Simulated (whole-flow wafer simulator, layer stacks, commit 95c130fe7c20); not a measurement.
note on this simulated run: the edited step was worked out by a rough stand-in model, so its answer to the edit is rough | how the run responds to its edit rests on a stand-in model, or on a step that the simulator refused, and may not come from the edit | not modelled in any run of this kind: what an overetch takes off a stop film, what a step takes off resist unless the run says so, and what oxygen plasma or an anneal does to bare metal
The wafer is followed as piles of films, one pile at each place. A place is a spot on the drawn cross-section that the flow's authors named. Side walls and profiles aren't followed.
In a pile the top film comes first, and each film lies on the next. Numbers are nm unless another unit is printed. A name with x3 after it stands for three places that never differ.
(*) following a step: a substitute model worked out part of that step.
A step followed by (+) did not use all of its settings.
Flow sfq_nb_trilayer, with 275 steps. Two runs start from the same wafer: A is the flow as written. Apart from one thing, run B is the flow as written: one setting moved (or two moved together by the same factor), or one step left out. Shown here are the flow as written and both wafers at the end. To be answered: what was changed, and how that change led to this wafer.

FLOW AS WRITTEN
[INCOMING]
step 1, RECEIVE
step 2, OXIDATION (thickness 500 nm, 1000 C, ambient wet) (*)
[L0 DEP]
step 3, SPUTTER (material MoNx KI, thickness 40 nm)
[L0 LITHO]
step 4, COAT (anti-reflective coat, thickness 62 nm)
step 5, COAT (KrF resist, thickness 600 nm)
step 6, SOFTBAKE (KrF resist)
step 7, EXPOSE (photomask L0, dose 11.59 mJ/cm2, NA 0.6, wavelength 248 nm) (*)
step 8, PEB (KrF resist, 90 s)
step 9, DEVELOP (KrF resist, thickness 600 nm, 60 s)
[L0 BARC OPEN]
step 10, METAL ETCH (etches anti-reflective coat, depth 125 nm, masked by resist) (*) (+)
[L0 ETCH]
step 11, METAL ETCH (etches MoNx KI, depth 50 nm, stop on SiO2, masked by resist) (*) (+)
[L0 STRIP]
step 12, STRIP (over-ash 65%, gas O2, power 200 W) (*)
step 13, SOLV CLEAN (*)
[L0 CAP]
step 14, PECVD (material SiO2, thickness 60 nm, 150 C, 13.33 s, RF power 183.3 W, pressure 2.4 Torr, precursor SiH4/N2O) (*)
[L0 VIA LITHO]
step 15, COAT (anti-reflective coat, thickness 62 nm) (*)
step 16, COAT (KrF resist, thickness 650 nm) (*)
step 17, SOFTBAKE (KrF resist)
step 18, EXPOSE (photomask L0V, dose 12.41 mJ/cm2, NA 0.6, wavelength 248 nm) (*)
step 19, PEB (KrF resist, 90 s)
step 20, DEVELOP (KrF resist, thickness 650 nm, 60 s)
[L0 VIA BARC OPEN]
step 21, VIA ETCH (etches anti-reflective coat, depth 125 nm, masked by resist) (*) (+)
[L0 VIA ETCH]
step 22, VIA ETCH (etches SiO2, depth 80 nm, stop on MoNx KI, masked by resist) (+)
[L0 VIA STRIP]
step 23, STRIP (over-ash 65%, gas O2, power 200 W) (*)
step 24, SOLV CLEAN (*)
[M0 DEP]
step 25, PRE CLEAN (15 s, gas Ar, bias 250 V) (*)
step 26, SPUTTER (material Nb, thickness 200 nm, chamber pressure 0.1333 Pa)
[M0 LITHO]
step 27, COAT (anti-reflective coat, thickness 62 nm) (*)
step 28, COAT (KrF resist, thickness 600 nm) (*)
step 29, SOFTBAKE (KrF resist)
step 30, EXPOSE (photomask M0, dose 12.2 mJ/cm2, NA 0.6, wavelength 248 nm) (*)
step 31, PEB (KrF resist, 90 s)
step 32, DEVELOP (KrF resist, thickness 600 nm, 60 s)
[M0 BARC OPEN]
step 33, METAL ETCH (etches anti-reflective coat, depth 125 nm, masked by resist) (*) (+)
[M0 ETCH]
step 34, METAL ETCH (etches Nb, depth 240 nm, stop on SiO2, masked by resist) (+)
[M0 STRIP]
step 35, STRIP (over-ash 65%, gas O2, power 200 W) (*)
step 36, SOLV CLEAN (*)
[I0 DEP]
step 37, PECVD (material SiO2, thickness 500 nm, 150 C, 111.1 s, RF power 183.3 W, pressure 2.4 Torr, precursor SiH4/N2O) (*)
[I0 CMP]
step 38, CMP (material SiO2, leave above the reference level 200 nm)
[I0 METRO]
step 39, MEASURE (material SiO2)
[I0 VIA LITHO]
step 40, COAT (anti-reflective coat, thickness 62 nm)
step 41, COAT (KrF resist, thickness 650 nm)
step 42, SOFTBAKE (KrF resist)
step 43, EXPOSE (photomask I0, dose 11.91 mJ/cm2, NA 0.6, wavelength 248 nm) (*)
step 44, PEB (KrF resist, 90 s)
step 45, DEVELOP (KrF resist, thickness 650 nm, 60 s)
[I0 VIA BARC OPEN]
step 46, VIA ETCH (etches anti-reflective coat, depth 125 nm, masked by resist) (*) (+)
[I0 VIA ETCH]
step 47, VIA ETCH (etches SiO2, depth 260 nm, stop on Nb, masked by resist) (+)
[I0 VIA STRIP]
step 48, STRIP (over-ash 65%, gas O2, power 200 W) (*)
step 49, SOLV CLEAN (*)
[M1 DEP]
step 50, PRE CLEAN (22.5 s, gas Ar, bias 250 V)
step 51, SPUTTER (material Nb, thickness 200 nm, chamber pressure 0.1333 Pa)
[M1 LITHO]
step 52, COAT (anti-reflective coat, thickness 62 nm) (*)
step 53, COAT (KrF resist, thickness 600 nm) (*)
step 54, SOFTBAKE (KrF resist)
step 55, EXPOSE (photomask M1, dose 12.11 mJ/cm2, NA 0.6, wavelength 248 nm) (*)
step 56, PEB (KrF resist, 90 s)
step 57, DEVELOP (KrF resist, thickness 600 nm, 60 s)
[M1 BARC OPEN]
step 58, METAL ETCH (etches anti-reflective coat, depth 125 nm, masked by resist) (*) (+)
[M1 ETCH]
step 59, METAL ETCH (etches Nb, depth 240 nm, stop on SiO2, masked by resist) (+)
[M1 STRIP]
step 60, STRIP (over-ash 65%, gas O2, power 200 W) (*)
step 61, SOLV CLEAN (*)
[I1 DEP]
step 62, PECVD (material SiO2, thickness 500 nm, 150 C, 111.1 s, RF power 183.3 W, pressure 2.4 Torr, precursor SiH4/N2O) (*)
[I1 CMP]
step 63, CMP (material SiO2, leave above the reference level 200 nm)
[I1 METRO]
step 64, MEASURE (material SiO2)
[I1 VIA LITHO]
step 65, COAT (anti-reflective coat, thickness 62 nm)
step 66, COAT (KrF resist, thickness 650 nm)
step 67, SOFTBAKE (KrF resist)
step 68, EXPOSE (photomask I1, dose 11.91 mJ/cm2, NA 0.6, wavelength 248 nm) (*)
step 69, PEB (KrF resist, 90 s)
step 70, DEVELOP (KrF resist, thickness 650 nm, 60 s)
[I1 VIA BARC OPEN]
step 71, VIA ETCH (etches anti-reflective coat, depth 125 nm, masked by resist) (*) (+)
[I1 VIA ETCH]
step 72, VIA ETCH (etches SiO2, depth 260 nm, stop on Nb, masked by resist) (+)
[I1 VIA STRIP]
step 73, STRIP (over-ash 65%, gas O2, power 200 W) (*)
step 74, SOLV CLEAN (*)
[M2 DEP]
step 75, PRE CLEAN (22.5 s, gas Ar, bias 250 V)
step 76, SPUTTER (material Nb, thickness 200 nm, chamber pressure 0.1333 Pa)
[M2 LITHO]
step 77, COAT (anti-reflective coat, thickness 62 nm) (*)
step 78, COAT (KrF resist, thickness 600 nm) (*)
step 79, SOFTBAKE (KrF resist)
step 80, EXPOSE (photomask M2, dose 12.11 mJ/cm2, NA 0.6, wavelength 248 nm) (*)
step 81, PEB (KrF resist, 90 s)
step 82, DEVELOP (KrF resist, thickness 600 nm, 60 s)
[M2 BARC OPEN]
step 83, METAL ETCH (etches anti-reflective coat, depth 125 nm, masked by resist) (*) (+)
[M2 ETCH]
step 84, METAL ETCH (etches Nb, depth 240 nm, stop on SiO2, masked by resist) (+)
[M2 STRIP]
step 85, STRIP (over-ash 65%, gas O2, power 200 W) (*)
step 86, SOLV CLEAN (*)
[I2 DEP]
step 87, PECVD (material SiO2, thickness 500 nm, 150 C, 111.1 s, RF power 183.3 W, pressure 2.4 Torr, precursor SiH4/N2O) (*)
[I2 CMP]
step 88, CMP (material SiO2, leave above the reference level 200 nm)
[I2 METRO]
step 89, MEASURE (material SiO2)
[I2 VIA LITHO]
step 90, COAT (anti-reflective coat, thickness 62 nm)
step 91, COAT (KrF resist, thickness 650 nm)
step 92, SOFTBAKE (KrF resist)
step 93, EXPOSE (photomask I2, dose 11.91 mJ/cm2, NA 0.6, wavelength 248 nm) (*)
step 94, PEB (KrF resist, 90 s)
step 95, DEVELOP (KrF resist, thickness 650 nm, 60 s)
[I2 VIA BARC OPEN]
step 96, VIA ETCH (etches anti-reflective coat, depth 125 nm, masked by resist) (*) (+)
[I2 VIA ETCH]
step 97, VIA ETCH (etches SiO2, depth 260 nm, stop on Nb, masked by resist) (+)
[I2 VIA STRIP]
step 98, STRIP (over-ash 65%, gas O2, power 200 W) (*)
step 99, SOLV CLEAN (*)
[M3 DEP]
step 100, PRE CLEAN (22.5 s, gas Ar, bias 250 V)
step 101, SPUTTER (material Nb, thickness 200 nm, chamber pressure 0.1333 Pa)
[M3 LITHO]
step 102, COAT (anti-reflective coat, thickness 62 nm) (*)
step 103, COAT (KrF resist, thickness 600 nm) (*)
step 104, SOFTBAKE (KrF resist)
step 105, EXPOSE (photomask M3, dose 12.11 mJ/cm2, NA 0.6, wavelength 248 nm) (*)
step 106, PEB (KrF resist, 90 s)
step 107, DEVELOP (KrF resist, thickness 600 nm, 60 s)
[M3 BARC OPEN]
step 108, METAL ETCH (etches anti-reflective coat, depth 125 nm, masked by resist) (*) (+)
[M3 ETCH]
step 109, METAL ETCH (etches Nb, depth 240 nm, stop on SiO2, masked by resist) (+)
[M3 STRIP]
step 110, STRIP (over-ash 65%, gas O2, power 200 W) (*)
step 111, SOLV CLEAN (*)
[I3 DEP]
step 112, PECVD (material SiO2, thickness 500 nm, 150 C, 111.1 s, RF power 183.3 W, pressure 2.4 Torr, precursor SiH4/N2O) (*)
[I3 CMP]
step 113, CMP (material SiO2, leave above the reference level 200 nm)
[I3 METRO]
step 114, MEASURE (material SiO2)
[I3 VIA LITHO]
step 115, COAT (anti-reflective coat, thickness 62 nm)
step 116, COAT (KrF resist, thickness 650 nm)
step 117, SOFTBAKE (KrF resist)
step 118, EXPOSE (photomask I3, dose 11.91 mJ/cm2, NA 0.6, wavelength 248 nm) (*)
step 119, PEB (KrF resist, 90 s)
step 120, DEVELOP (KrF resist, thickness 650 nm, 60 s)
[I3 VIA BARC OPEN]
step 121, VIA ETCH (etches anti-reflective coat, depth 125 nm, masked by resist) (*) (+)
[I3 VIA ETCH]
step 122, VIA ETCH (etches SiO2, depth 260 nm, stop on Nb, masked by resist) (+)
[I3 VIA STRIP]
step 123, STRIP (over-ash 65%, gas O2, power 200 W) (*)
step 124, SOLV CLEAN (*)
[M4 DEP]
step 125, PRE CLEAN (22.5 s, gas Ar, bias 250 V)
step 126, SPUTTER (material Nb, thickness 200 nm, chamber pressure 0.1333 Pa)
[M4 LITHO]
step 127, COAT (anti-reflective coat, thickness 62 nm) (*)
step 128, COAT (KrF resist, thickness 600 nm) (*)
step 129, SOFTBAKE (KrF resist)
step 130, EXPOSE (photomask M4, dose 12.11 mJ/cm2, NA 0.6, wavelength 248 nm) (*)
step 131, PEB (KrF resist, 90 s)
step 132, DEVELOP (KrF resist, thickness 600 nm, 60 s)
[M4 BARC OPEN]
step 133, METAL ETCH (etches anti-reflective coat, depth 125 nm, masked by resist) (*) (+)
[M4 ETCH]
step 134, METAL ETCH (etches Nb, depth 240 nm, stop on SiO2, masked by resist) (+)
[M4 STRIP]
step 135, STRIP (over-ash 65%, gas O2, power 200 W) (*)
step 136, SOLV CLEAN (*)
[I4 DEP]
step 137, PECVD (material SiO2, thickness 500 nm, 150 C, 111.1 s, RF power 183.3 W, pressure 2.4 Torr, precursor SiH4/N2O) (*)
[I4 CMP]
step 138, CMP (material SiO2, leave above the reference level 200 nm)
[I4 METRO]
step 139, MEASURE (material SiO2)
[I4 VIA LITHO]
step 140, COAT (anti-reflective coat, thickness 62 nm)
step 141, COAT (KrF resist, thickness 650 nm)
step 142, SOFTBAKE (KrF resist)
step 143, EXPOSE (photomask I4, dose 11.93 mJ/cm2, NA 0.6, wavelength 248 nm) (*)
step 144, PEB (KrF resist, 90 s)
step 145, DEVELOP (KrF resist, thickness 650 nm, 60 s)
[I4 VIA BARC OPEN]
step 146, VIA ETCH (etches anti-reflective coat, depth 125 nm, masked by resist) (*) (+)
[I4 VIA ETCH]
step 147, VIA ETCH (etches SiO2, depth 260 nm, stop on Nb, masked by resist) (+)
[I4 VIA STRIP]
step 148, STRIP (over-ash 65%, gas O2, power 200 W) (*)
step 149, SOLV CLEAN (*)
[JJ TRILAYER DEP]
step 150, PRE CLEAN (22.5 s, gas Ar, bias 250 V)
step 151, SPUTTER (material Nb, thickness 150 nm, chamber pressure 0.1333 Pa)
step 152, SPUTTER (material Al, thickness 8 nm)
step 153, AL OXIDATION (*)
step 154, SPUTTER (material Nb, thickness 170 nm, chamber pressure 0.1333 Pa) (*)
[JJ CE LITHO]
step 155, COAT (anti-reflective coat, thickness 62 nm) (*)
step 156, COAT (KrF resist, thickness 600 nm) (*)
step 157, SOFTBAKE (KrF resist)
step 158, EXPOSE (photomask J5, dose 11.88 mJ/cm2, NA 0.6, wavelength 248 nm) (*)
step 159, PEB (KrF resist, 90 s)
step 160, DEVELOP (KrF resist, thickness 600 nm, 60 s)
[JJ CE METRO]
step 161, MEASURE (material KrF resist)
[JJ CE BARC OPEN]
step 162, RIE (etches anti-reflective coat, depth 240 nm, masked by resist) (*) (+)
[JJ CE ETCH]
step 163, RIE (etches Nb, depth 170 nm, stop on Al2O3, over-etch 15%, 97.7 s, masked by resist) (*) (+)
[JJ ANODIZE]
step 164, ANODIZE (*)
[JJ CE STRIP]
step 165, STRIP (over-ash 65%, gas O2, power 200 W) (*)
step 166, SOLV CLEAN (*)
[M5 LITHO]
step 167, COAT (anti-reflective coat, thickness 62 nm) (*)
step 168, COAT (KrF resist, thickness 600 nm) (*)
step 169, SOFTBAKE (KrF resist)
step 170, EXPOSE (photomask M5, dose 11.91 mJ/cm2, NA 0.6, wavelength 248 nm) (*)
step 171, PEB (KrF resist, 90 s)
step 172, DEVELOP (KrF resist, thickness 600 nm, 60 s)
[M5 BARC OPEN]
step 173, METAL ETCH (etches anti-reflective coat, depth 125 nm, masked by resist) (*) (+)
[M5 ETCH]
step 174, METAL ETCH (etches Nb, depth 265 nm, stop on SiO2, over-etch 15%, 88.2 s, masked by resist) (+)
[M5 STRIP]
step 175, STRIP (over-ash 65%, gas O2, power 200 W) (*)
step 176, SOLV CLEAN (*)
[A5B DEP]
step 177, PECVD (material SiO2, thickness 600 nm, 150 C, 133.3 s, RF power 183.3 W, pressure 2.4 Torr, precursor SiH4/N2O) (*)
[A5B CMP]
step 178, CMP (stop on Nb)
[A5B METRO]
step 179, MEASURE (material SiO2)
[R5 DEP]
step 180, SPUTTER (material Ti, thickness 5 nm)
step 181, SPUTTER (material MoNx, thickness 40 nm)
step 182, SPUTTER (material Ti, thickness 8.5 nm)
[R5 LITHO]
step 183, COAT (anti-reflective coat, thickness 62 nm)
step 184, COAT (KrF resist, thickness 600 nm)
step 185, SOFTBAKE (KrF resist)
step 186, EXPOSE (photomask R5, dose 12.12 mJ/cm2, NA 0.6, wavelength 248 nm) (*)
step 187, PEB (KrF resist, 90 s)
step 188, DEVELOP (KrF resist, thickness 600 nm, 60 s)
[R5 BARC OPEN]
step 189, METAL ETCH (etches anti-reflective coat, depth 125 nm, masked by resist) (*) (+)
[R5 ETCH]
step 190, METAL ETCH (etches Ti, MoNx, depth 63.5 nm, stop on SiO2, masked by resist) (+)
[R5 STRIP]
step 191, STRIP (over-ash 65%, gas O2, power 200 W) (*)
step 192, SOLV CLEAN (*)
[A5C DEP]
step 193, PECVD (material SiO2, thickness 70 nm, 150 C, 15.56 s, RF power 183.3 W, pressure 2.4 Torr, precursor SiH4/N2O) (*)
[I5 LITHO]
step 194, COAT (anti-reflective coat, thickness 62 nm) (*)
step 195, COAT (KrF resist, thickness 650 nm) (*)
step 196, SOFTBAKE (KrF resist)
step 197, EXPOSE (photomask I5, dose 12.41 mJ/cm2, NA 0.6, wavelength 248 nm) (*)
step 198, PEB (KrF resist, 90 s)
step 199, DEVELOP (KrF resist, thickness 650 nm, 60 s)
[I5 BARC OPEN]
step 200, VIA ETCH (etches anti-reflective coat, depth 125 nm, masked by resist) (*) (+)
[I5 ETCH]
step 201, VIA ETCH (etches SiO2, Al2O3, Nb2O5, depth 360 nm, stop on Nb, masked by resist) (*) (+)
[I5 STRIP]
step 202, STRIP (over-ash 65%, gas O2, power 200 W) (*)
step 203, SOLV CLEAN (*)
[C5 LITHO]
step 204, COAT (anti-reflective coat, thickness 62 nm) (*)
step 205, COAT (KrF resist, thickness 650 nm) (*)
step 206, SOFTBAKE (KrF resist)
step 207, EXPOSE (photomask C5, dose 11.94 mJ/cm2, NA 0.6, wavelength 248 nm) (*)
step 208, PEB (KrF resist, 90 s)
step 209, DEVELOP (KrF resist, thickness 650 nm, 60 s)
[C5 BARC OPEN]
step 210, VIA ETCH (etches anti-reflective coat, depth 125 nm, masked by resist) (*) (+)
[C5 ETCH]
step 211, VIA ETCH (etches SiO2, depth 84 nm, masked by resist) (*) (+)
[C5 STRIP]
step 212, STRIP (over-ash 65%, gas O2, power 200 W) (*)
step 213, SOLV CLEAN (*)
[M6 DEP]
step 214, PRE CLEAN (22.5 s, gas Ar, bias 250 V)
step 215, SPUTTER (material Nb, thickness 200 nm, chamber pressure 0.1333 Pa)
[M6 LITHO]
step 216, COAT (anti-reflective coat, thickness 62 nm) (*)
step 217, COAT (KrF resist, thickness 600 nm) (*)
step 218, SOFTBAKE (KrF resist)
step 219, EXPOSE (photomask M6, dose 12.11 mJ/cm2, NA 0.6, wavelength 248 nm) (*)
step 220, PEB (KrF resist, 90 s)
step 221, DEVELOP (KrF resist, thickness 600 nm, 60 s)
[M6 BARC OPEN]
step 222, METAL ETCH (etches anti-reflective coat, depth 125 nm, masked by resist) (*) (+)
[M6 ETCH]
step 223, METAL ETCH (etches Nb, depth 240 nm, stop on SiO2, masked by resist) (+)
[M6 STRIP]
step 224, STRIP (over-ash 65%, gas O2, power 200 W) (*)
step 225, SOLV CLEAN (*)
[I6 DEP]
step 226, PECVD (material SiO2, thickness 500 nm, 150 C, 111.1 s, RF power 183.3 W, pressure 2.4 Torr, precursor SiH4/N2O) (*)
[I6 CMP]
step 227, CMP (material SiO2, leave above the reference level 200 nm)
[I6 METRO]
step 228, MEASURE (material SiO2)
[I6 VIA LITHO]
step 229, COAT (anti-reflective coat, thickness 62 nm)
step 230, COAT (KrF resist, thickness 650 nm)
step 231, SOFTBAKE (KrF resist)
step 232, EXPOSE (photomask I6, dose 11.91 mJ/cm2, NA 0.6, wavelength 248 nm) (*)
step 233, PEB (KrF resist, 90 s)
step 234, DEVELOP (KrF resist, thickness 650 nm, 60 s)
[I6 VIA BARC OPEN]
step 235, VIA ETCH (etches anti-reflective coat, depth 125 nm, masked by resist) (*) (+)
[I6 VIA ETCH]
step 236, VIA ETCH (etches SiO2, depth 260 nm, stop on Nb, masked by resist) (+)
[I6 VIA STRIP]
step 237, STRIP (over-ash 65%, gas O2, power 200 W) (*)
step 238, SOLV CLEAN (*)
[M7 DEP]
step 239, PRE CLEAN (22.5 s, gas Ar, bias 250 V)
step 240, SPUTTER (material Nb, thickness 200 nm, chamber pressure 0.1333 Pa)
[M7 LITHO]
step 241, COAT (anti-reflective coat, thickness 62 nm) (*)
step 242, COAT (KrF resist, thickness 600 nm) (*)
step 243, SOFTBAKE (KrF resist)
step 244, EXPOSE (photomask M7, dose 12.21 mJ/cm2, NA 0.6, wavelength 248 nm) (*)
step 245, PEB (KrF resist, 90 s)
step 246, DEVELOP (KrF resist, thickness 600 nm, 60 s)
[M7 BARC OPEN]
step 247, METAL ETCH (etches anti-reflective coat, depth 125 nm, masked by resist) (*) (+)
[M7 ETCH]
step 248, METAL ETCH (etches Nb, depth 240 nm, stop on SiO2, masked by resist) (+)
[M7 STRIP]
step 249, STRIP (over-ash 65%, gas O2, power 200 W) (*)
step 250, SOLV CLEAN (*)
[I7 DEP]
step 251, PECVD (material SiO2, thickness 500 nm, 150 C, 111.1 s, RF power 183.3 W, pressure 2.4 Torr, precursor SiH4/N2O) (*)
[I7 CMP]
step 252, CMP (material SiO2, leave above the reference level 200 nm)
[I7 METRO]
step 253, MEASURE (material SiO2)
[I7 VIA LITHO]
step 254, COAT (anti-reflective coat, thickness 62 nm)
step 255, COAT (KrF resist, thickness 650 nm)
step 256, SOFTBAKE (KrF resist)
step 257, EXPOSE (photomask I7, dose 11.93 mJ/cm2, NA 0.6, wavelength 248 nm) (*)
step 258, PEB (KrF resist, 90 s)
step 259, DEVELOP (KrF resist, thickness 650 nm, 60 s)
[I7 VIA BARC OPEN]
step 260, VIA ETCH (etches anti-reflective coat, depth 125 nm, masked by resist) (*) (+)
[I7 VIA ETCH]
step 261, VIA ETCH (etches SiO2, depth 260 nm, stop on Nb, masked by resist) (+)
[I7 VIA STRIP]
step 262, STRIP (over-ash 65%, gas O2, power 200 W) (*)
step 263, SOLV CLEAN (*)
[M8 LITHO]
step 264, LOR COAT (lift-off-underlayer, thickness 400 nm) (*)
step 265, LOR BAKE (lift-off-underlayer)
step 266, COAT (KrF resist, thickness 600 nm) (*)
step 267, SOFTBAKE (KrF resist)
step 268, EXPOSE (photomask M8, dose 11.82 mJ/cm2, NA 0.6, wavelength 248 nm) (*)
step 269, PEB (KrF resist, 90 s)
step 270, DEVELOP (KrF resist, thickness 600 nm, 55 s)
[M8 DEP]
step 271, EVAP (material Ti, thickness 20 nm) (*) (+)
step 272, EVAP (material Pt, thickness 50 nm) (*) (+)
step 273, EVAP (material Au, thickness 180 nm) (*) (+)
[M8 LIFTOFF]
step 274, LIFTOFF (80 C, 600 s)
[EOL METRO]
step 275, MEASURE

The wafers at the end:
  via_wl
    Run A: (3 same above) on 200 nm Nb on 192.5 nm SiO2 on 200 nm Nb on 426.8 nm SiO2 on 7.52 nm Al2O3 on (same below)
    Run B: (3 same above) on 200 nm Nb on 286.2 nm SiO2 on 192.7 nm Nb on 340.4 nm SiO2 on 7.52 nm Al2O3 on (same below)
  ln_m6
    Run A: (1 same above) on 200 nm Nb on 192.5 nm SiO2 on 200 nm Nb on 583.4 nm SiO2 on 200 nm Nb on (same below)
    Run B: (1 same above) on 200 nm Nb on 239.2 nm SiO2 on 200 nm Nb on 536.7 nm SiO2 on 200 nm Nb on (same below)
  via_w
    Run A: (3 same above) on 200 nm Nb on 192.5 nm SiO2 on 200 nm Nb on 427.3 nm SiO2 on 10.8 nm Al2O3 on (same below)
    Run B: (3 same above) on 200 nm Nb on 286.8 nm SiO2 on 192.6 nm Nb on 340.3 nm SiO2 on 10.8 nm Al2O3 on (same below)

The reason: step 177, PECVD: thickness 294 nm was run, whereas the flow has thickness 600 nm; step 177, PECVD: 65.33 s was run, where the flow has 133.3 s.

Step by step, how the change led to this:
  step 177, PECVD (material SiO2, thickness 600 nm, 150 C, 133.3 s, RF power 183.3 W, pressure 2.4 Torr, precursor SiH4/N2O) (*)
      v_sur, via_sp, via_v and 47 more: A +600 SiO2 (new film) | B +294 SiO2 (new film)
      field_l, p4_fl, p4_fm and 39 more: A +600 SiO2 | B +294 SiO2
      (and at 14 other places as well)
  step 178, CMP (stop on Nb)
      field_l, p4_fl, p4_fm and 39 more: A -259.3 SiO2 | B nothing
      r_sur, res, r_end, moat, field_r, lsp_l: A -252.3 SiO2 | B nothing
      (and at 58 other places as well)
  step 180, SPUTTER (material Ti, thickness 5 nm)
      via_wl, via_wr: A +5 Ti (new film) | B +4.06 Ti (new film)
  step 181, SPUTTER (material MoNx, thickness 40 nm)
      via_wl, via_wr: A +40 MoNx (new film) | B +33 MoNx (new film)
      r_sur: A +40 MoNx (new film) | B +38.2 MoNx (new film)
      (and at 1 other place as well)
  step 182, SPUTTER (material Ti, thickness 8.5 nm)
      via_wl, via_wr: A +8.5 Ti (new film) | B +6.79 Ti (new film)
  step 183, COAT (anti-reflective coat, thickness 62 nm)
      wl_a_m6, wl_f_sl, wl_f_m6, wl_f_sr: A +62 anti-reflective coat (new film) | B +63.4 anti-reflective coat (new film)
      wire, c5j, wl_j_sl: A +62 anti-reflective coat (new film) | B +59 anti-reflective coat (new film)
      (and at 46 other places as well)
  step 184, COAT (KrF resist, thickness 600 nm)
      wl_jj, wl_j_sr: A +600 KrF resist (new film) | B +583.5 KrF resist (new film)
      v_sur: A +600 KrF resist (new film) | B +577.2 KrF resist (new film)
      (and at 14 other places as well)
  step 188, DEVELOP (KrF resist, thickness 600 nm, 60 s)
      wl_jj, wl_j_sr: A -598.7 KrF resist (all of it) | B -582.3 KrF resist (all of it)
      v_sur: A -598.7 KrF resist (all of it) | B -576 KrF resist (all of it)
      (and at 13 other places as well)
  step 189, METAL ETCH (etches anti-reflective coat, depth 125 nm, masked by resist) (*) (+)
      be_r, r_sur, res, r_end, r5r_line_l, r5r_line_c, r5r_line_r: A -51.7 KrF resist | B -63 KrF resist
      wl_a_m6, wl_f_sl, wl_f_m6, wl_f_sr: A -62 anti-reflective coat (all of it) | B -63.4 anti-reflective coat (all of it)
      (and at 45 other places as well)
  step 190, METAL ETCH (etches Ti, MoNx, depth 63.5 nm, stop on SiO2, masked by resist) (+)
      via_wl, via_wr: A -8.5 Ti (all of it), -40 MoNx (all of it), -5 Ti (all of it) | B -6.79 Ti (all of it), -33 MoNx (all of it), -4.06 Ti (all of it)
      lsp_l: A -8.5 Ti (all of it), -40 MoNx (all of it), -5 Ti (all of it) | B -8.28 Ti (all of it), -39.1 MoNx (all of it), -4.87 Ti (all of it)
  step 191, STRIP (over-ash 65%, gas O2, power 200 W) (*)
      r5r_line_l, r5r_line_c, r5r_line_r: A -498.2 KrF resist (all of it), -62 anti-reflective coat (all of it) | B -486.9 KrF resist (all of it), -62 anti-reflective coat (all of it)
      be_r: A -498.2 KrF resist (all of it), -62 anti-reflective coat (all of it) | B -471.2 KrF resist (all of it), -55.5 anti-reflective coat (all of it)
      (and at 3 other places as well)
  step 194, COAT (anti-reflective coat, thickness 62 nm) (*)
      wl_b_sr, wl_e_sl, wl_e_sr: A +62 anti-reflective coat (new film) | B +66.3 anti-reflective coat (new film)
      be, be_sur: A +62.4 anti-reflective coat (new film) | B +59.6 anti-reflective coat (new film)
      (and at 47 other places as well)
  step 195, COAT (KrF resist, thickness 650 nm) (*)
      v_sur: A +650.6 KrF resist (new film) | B +627.1 KrF resist (new film)
      via_w: A +650.6 KrF resist (new film) | B +681 KrF resist (new film)
      (and at 13 other places as well)
  step 200, VIA ETCH (etches anti-reflective coat, depth 125 nm, masked by resist) (*) (+)
      field_l, v_sur, via_wl and 102 more: A -52 KrF resist | B -49.6 KrF resist
      be: A -62.4 anti-reflective coat (all of it), -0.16 SiO2 | B -59.6 anti-reflective coat (all of it), -0.15 SiO2
  step 202, STRIP (over-ash 65%, gas O2, power 200 W) (*)
      wl_b_sr, wl_e_sr: A -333 KrF resist (all of it), -62 anti-reflective coat (all of it) | B -340.1 KrF resist (all of it), -66.3 anti-reflective coat (all of it)
      m5r_space_l, m5r_space_r: A -333.1 KrF resist (all of it), -62 anti-reflective coat (all of it) | B -346.8 KrF resist (all of it), -72.9 anti-reflective coat (all of it)
      (and at 53 other places as well)
  step 204, COAT (anti-reflective coat, thickness 62 nm) (*)
      wl_b_sr, wl_e_sl, wl_e_sr: A +62 anti-reflective coat (new film) | B +66.3 anti-reflective coat (new film)
      wl_f_sl, wl_f_m6: A +62 anti-reflective coat (new film) | B +63.3 anti-reflective coat (new film)
      (and at 47 other places as well)
  ... another 10 steps ...
  step 227, CMP (material SiO2, leave above the reference level 200 nm)
      field_l, p4_fl, p4_fm and 35 more: A -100 SiO2 | B -53.3 SiO2
      ln_m6, wl_a_m6, wl_c_m6, wl_f_m6: A -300 SiO2 | B -253.3 SiO2
      (and at 15 other places as well)
